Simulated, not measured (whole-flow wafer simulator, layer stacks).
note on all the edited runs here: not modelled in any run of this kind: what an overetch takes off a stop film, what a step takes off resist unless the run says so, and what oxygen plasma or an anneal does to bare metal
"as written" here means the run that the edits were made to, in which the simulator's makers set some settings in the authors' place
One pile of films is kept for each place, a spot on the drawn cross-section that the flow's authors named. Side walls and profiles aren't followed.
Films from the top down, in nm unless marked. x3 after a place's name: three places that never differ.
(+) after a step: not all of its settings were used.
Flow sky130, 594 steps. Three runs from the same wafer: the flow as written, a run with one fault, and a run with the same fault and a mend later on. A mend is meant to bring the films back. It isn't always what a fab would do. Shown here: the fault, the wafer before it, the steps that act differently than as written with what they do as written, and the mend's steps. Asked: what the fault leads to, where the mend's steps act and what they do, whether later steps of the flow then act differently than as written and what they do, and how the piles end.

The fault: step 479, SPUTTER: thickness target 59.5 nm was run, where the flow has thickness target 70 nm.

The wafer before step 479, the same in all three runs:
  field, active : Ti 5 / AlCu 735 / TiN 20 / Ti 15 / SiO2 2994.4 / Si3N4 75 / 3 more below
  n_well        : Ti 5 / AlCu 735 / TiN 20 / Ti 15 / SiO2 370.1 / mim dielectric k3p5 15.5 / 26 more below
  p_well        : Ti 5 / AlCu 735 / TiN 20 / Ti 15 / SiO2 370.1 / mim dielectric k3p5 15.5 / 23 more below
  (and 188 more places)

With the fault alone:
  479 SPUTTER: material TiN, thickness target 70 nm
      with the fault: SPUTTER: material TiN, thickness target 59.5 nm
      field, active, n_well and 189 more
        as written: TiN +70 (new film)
        with the fault: TiN +59.5 (new film)
  Later steps of the flow that act differently than as written (10 more steps differ only slightly, by at most 2% or 0.5 nm, whichever is larger, and aren't shown):
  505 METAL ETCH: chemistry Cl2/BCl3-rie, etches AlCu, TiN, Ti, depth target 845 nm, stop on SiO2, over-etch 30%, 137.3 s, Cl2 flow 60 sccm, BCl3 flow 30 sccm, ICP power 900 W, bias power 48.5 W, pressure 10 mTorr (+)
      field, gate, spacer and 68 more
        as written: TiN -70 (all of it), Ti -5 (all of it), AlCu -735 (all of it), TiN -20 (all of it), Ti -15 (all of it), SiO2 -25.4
        with the fault: TiN -59.5 (all of it), Ti -5 (all of it), AlCu -735 (all of it), TiN -20 (all of it), Ti -15 (all of it), SiO2 -26.4
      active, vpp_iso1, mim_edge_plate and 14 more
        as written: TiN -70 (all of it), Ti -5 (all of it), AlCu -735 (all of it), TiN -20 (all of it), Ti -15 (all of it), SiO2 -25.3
        with the fault: TiN -59.5 (all of it), Ti -5 (all of it), AlCu -735 (all of it), TiN -20 (all of it), Ti -15 (all of it), SiO2 -26.4
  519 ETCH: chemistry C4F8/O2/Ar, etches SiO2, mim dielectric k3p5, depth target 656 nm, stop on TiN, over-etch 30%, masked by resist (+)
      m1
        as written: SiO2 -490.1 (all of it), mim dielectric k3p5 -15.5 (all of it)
        with the fault: SiO2 -500.6 (all of it), mim dielectric k3p5 -15.5 (all of it)
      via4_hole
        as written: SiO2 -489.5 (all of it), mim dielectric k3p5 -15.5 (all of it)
        with the fault: SiO2 -500 (all of it), mim dielectric k3p5 -15.5 (all of it)
  At the end the piles differ from the flow's by more than 2% or 0.5 nm, whichever is larger, at n_well, p_well, gate_hv and 102 more.
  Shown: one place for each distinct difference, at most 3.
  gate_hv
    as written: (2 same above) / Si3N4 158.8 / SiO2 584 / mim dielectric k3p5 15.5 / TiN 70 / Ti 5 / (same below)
    with the fault: (2 same above) / Si3N4 158.8 / SiO2 594.5 / mim dielectric k3p5 15.5 / TiN 59.5 / Ti 5 / (same below)
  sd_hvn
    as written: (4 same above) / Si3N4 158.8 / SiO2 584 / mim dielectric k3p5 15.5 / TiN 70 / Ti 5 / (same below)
    with the fault: (4 same above) / Si3N4 158.8 / SiO2 594.5 / mim dielectric k3p5 15.5 / TiN 59.5 / Ti 5 / (same below)
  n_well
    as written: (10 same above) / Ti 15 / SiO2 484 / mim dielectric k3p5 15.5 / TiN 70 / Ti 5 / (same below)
    with the fault: (10 same above) / Ti 15 / SiO2 494.5 / mim dielectric k3p5 15.5 / TiN 59.5 / Ti 5 / (same below)

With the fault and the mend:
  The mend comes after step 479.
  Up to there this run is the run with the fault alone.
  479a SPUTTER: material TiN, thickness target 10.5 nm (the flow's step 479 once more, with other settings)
      field, active, n_well and 189 more
        TiN +10.5
  No later step of the flow acts differently than as written at any place that is followed.
  At the end the piles are the same as the flow's at every place that both follow.
